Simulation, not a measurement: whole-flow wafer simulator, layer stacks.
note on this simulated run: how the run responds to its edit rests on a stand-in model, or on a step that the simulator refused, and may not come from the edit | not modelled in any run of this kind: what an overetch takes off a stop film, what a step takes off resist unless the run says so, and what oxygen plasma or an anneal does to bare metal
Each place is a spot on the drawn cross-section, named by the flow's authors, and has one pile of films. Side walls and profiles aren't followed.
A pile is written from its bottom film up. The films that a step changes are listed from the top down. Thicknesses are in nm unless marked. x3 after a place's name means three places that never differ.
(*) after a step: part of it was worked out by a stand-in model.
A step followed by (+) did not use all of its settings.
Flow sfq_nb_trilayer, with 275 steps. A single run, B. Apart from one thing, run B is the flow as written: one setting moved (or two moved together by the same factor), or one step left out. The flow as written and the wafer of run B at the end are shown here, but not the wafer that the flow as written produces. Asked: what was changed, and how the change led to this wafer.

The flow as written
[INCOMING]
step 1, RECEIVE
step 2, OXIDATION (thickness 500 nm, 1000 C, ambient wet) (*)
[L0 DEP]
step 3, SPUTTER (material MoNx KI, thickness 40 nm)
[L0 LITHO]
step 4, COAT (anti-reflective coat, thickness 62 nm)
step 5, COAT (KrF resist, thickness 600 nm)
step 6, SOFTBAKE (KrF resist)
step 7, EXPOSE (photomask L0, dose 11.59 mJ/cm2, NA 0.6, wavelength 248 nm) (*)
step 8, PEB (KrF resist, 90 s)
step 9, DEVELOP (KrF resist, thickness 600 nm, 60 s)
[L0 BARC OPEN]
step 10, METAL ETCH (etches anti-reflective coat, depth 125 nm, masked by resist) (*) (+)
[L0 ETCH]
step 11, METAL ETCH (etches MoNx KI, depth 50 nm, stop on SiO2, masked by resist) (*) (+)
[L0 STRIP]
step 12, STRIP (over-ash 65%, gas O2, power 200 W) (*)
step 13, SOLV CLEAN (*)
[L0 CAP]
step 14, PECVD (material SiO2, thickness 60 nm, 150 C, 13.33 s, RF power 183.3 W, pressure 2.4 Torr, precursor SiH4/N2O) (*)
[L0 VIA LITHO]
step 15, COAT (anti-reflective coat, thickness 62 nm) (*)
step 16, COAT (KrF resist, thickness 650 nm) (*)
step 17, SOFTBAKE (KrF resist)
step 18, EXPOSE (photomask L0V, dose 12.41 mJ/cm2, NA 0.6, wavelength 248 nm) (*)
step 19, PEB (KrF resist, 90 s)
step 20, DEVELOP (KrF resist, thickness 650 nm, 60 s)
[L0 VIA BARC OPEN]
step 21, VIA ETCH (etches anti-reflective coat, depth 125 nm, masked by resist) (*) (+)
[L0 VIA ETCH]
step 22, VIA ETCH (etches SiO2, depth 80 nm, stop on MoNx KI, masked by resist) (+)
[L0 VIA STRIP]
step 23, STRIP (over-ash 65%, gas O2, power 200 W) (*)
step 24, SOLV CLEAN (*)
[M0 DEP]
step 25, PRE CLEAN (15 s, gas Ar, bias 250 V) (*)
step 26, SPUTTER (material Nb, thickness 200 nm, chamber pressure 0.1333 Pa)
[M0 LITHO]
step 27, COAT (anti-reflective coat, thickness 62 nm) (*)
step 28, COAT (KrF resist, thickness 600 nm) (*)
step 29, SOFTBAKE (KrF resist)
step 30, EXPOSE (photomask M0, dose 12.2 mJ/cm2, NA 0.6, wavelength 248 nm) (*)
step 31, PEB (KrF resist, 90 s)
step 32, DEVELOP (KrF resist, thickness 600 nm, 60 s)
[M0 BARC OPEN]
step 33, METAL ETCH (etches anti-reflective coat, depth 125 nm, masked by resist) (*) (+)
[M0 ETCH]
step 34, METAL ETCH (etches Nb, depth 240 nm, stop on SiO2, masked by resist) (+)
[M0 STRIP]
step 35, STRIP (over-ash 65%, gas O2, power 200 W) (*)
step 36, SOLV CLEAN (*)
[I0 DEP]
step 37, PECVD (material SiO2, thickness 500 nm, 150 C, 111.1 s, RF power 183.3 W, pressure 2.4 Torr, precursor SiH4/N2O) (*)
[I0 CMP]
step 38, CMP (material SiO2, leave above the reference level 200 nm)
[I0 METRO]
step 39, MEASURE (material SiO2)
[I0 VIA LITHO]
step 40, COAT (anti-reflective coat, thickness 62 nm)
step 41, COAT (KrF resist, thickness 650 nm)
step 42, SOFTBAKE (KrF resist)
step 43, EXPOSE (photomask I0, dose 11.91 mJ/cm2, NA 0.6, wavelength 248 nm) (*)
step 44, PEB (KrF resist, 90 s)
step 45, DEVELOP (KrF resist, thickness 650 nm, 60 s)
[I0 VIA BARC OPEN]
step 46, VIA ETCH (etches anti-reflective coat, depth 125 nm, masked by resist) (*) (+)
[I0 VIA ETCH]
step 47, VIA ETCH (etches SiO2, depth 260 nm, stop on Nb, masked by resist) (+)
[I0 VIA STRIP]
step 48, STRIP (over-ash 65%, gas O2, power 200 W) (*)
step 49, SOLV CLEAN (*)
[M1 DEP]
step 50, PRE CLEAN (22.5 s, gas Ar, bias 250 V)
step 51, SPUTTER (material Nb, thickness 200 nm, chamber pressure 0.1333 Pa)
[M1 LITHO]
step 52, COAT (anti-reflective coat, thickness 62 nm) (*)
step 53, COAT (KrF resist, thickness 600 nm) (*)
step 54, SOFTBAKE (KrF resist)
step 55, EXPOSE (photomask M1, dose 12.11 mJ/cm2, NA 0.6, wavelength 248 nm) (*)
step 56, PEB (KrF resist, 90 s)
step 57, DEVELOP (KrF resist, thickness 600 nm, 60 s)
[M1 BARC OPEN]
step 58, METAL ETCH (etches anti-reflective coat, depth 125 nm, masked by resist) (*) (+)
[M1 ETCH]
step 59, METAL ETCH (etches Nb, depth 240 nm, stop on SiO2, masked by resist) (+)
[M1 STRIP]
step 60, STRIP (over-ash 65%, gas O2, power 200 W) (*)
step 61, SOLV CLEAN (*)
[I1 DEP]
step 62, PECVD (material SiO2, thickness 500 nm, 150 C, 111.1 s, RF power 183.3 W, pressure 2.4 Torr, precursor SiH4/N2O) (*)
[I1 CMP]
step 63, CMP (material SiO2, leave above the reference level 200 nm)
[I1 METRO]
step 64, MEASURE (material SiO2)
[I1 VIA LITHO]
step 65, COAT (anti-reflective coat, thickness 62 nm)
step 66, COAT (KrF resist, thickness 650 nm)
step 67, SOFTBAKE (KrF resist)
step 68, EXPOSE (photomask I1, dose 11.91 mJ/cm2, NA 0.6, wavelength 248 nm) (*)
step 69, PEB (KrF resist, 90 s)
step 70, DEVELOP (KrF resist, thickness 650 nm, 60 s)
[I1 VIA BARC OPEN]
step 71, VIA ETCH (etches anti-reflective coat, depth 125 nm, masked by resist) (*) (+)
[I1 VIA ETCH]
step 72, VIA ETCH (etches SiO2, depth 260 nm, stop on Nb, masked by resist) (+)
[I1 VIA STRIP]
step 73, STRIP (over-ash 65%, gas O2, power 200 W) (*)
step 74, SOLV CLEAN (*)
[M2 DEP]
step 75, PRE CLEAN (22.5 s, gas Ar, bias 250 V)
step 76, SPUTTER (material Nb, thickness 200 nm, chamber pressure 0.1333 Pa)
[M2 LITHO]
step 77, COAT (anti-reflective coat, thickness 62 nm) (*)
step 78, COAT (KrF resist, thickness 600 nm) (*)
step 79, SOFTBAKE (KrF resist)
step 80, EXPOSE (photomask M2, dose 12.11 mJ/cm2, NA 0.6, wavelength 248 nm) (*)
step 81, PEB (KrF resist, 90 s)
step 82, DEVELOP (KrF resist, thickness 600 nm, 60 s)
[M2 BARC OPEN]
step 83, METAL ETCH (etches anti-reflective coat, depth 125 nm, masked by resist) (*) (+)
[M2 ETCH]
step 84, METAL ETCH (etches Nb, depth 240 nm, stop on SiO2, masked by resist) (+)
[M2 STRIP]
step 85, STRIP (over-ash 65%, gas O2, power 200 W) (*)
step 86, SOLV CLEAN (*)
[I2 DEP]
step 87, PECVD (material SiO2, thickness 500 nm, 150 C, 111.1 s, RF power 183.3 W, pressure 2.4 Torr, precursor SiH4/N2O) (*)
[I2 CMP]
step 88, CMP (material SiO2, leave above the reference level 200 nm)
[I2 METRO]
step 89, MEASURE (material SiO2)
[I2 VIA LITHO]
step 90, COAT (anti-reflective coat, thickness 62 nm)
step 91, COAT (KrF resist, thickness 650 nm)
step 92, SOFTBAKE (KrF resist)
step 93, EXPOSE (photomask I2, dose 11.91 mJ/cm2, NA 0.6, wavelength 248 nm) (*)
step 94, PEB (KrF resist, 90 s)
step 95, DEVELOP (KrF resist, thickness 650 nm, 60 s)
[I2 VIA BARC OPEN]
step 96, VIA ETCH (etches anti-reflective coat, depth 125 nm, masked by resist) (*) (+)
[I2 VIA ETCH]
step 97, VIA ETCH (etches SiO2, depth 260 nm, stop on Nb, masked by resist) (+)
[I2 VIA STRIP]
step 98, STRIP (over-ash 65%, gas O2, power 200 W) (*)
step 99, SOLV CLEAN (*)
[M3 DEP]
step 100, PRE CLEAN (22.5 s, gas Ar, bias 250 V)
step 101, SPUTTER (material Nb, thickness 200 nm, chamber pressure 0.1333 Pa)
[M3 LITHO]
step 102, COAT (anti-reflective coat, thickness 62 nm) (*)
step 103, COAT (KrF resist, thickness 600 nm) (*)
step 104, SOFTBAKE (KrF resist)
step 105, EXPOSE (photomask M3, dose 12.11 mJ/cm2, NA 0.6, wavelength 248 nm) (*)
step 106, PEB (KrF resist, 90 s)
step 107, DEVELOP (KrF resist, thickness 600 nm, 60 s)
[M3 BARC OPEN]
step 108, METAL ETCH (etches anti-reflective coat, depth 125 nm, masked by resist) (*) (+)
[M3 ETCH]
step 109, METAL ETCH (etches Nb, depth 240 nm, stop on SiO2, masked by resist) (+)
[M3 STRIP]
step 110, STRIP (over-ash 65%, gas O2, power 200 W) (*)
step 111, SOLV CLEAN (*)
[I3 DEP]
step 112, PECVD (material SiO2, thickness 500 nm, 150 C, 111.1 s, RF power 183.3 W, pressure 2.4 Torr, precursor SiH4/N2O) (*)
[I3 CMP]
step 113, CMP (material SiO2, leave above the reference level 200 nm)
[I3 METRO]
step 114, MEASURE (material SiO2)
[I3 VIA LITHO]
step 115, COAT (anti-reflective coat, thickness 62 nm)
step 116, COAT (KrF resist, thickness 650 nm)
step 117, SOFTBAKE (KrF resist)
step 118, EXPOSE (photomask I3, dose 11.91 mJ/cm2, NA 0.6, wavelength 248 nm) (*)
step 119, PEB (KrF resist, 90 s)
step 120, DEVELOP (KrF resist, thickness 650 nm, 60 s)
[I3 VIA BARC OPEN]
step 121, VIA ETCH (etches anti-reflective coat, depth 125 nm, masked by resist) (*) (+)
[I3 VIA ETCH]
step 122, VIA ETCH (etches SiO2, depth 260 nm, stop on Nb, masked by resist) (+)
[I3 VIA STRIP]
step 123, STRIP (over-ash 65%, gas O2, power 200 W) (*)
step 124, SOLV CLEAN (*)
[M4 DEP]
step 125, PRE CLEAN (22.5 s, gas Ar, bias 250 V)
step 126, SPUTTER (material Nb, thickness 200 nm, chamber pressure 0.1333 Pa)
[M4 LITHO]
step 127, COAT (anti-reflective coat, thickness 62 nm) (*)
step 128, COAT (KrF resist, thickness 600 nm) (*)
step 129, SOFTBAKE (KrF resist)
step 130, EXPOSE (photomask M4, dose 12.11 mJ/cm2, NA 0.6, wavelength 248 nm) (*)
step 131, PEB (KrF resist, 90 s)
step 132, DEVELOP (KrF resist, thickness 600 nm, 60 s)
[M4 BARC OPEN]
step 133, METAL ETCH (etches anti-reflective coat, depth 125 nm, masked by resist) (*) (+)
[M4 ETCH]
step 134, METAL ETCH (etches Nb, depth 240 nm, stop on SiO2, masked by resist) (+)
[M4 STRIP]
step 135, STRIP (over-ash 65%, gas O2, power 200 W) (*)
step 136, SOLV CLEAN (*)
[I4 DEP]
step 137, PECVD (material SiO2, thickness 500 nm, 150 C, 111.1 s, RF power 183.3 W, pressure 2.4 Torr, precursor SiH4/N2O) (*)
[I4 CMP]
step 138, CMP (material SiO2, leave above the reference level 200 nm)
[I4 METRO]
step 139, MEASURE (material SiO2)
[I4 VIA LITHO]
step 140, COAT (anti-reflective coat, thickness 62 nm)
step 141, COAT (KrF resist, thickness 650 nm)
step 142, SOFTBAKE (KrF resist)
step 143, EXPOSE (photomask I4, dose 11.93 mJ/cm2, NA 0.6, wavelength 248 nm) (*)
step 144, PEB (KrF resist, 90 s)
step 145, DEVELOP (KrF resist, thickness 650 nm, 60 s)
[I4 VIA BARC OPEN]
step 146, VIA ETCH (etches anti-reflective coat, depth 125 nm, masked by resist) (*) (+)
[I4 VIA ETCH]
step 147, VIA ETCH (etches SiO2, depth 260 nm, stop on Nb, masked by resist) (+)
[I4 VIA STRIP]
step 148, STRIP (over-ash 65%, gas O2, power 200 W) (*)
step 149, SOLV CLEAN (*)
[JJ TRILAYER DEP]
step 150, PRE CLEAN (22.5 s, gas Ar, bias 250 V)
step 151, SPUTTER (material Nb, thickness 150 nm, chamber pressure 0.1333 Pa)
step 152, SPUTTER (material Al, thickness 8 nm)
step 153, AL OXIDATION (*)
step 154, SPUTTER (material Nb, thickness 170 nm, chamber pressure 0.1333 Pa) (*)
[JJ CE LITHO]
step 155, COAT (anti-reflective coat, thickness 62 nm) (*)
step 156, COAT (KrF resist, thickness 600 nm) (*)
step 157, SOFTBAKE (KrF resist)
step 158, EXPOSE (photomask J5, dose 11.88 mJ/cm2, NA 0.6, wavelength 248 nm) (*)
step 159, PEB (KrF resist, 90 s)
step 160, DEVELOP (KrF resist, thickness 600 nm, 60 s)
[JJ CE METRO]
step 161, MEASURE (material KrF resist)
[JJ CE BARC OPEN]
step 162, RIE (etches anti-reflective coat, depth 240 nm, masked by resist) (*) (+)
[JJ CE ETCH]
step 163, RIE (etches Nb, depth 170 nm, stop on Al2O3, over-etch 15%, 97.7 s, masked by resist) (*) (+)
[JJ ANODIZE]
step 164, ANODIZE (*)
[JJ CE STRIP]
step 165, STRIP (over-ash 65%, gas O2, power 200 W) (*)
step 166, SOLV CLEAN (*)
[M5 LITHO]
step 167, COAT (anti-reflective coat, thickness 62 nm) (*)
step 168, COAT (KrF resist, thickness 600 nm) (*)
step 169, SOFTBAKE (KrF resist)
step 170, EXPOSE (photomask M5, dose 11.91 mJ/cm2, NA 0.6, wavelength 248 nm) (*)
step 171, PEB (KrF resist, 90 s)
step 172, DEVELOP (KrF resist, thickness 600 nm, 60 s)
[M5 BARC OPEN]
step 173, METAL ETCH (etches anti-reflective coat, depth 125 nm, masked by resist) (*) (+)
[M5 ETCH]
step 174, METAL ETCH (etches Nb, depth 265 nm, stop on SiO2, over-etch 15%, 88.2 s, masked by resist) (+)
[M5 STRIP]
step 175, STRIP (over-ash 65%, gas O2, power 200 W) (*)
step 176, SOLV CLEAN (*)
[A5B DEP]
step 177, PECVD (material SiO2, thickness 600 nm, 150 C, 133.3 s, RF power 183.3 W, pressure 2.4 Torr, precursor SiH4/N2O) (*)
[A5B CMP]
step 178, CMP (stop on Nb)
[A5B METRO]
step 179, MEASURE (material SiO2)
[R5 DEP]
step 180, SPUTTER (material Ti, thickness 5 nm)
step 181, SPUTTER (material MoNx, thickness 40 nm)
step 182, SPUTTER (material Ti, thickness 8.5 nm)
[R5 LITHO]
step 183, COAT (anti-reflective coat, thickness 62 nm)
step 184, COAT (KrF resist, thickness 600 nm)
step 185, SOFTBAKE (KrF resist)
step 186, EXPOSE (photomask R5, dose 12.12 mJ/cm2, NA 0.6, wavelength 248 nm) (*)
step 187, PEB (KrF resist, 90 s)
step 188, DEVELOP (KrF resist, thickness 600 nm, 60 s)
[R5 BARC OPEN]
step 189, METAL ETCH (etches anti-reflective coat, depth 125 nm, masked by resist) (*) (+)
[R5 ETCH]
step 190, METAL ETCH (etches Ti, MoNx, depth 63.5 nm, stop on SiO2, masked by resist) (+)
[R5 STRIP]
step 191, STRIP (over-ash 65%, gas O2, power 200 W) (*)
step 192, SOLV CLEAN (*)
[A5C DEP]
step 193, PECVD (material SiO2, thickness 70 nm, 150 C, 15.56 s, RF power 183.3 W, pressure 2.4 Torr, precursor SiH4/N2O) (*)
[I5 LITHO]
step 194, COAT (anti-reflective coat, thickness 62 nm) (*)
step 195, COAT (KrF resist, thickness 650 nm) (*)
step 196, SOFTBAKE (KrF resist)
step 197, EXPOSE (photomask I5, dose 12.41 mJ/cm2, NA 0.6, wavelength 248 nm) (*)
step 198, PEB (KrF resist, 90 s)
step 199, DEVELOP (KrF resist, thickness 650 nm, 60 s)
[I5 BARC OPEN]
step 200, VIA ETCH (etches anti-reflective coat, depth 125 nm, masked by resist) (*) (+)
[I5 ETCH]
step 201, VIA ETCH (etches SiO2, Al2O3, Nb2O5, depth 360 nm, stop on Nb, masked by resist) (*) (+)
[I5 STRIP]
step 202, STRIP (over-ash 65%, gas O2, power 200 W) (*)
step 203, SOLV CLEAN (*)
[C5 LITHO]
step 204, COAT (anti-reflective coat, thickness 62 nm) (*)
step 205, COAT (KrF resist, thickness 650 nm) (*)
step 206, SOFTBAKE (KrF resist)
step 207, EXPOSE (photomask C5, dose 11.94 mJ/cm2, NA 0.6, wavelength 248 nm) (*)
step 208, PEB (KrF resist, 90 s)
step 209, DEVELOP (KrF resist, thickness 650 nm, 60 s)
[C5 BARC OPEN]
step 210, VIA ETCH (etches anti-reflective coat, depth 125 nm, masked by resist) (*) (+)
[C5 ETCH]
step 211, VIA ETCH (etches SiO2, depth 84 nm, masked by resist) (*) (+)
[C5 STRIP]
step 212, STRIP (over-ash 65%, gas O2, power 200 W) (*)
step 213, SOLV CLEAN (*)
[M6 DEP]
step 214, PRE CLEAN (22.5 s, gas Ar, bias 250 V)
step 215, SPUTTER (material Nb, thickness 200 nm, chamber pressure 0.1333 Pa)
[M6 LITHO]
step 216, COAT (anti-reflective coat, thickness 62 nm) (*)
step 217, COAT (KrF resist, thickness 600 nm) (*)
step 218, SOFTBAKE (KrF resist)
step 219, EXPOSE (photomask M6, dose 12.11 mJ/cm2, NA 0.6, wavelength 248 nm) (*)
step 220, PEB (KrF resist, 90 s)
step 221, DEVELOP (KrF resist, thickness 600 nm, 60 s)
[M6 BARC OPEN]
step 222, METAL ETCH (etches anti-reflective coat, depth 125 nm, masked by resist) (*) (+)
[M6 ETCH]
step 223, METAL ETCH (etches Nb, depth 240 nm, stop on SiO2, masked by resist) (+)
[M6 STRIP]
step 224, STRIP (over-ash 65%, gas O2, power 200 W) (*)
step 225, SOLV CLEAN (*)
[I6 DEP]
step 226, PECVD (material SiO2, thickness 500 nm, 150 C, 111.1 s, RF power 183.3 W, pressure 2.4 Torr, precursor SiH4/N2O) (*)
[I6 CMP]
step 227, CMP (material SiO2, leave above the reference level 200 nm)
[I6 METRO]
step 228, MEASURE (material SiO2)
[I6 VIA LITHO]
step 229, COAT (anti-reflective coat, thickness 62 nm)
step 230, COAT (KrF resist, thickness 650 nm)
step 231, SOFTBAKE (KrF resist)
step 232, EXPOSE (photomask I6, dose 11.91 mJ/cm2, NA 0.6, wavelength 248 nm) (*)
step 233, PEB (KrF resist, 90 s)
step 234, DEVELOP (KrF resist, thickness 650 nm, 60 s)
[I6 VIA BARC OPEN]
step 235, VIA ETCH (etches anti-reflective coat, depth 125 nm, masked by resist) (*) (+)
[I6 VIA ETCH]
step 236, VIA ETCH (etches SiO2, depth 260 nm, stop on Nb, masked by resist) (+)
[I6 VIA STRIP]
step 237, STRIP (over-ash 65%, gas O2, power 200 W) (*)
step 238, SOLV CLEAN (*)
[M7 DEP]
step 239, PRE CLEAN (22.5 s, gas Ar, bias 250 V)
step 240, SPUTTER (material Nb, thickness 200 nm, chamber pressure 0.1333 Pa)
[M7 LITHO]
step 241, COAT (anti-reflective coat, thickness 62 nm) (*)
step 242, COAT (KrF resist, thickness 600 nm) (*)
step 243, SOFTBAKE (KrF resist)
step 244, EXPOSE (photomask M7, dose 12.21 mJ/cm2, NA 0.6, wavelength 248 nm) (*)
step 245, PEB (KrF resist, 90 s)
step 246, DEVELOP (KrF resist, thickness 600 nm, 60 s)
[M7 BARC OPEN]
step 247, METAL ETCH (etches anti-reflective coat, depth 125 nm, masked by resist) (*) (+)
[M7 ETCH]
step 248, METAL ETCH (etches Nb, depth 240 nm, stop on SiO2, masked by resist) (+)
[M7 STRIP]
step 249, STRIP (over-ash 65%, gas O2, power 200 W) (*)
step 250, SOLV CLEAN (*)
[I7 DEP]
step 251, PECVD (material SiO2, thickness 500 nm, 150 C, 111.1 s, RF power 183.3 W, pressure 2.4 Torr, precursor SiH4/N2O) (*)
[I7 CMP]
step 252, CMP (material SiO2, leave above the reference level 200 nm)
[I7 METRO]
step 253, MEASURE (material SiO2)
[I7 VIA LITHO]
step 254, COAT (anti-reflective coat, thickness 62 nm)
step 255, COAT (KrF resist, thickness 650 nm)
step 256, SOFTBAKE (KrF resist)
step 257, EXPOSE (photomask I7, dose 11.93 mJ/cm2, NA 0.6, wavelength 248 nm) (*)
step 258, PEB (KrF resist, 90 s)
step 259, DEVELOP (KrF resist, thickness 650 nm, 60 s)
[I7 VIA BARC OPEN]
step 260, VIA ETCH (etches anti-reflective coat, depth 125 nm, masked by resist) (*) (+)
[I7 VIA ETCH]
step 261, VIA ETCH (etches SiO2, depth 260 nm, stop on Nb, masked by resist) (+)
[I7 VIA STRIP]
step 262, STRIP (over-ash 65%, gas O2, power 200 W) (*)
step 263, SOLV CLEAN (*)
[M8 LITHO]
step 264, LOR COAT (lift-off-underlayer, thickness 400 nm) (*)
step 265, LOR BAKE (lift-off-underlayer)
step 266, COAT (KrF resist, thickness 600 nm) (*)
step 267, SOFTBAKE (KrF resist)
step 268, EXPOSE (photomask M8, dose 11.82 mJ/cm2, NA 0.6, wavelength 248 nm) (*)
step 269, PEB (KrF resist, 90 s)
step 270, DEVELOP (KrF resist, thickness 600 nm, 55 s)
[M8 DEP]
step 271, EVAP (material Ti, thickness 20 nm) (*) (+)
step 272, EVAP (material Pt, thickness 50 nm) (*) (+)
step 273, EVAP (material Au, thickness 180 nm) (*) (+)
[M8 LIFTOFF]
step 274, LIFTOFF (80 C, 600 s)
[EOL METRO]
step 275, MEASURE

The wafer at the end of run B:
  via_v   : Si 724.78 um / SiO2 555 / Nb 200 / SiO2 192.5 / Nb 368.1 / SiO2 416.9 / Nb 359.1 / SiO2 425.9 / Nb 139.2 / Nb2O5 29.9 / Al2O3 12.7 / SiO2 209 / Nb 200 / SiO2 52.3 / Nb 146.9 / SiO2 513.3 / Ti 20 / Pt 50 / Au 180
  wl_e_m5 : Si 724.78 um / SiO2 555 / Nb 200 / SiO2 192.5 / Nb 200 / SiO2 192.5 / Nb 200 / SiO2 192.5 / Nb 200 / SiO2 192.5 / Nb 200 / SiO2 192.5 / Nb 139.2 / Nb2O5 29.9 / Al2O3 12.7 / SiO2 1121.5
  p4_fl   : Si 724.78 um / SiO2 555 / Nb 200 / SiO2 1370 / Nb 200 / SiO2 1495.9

What caused this: step 227, CMP: leave above the reference level 320 nm was run, though the flow has leave above the reference level 200 nm.

Step by step, how the change led to this:
  step 227, CMP (material SiO2, leave above the reference level 200 nm)
      field_l, p4_fl, p4_fm and 59 more: nothing (it would be, as written: -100 SiO2)
      moat, field_r, lsp_l, ln_m5, lsp_m: nothing (it would be, as written: -93.6 SiO2)
      (as well as at 39 more places)
  step 229, COAT (anti-reflective coat, thickness 62 nm)
      via_wl, via_w, r_sur, wl_a_sl: +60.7 anti-reflective coat (new film) (it would be, as written: +62 anti-reflective coat (new film))
      m0r_space_l, m0r_space_r, m7r_space_l, m7r_space_r: +65 anti-reflective coat (new film) (it would be, as written: +62 anti-reflective coat (new film))
      (as well as at 29 more places)
  step 236, VIA ETCH (etches SiO2, depth 260 nm, stop on Nb, masked by resist) (+)
      via_v: -260 SiO2 (it would be, as written: -199.8 SiO2 (all of it))
  step 237, STRIP (over-ash 65%, gas O2, power 200 W) (*)
      m0r_space_l, m0r_space_r, m7r_space_l, m7r_space_r: -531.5 KrF resist (all of it), -65 anti-reflective coat (all of it) (it would be, as written: -528.6 KrF resist (all of it), -62 anti-reflective coat (all of it))
      m5r_space_l, m5r_space_r: -531.5 KrF resist (all of it), -63.8 anti-reflective coat (all of it) (it would be, as written: -528.6 KrF resist (all of it), -62 anti-reflective coat (all of it))
      (as well as at 31 more places)
  step 239, PRE CLEAN (22.5 s, gas Ar, bias 250 V)
      via_v: -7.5 SiO2 (it would be, as written: -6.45 Nb)
  step 240, SPUTTER (material Nb, thickness 200 nm, chamber pressure 0.1333 Pa)
      via_v: +146.9 Nb (new film) (it would be, as written: +161.1 Nb)
  step 241, COAT (anti-reflective coat, thickness 62 nm) (*)
      wl_c_sl, wl_f_sr, m0r_space_l, m0r_space_r, m7r_space_l, m7r_space_r: +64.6 anti-reflective coat (new film) (it would be, as written: +62 anti-reflective coat (new film))
      wl_j_sl, wl_jj, wl_j_sr, wl_a_sl: +60.7 anti-reflective coat (new film) (it would be, as written: +62 anti-reflective coat (new film))
      (as well as at 42 more places)
  step 242, COAT (KrF resist, thickness 600 nm) (*)
      via_v: +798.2 KrF resist (new film) (it would be, as written: +742.5 KrF resist (new film))
  step 247, METAL ETCH (etches anti-reflective coat, depth 125 nm, masked by resist) (*) (+)
      wl_c_sl, m0r_space_l, m0r_space_r, m7r_space_l, m7r_space_r: -64.6 anti-reflective coat (all of it) (it would be, as written: -62 anti-reflective coat (all of it))
      m5r_space_l, m5r_space_r: -63.4 anti-reflective coat (all of it) (it would be, as written: -62 anti-reflective coat (all of it))
      (as well as at 13 more places)
  step 249, STRIP (over-ash 65%, gas O2, power 200 W) (*)
      v_sur: -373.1 KrF resist (all of it), -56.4 anti-reflective coat (all of it) (it would be, as written: -379.9 KrF resist (all of it), -61.4 anti-reflective coat (all of it))
      via_wl: -370.6 KrF resist (all of it), -59.4 anti-reflective coat (all of it) (it would be, as written: -379.3 KrF resist (all of it), -61.3 anti-reflective coat (all of it))
      (as well as at 31 more places)
  step 251, PECVD (material SiO2, thickness 500 nm, 150 C, 111.1 s, RF power 183.3 W, pressure 2.4 Torr, precursor SiH4/N2O) (*)
      via_v: +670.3 SiO2 (new film) (it would be, as written: +621 SiO2 (new film))
  step 252, CMP (material SiO2, leave above the reference level 200 nm)
      field_l, p4_fl, p4_fm and 46 more: -80 SiO2 (it would be, as written: -100 SiO2)
      wl_a_sr, wl_b_sl, wl_b_m5 and 8 more: -280 SiO2 (it would be, as written: -300 SiO2)
      (as well as at 11 more places)
Taking metal films that touch as one body, via_v has 7 bodies (between them, from the top down: SiO2 513.3; SiO2 52.3; SiO2 209 / Al2O3 12.7 / Nb2O5 29.9; SiO2 425.9; SiO2 416.9; SiO2 192.5); the flow as written gives 6 bodies (between them, from the top down: SiO2 437.8; SiO2 209 / Al2O3 12.7 / Nb2O5 29.9; SiO2 425.9; SiO2 416.9; SiO2 192.5).
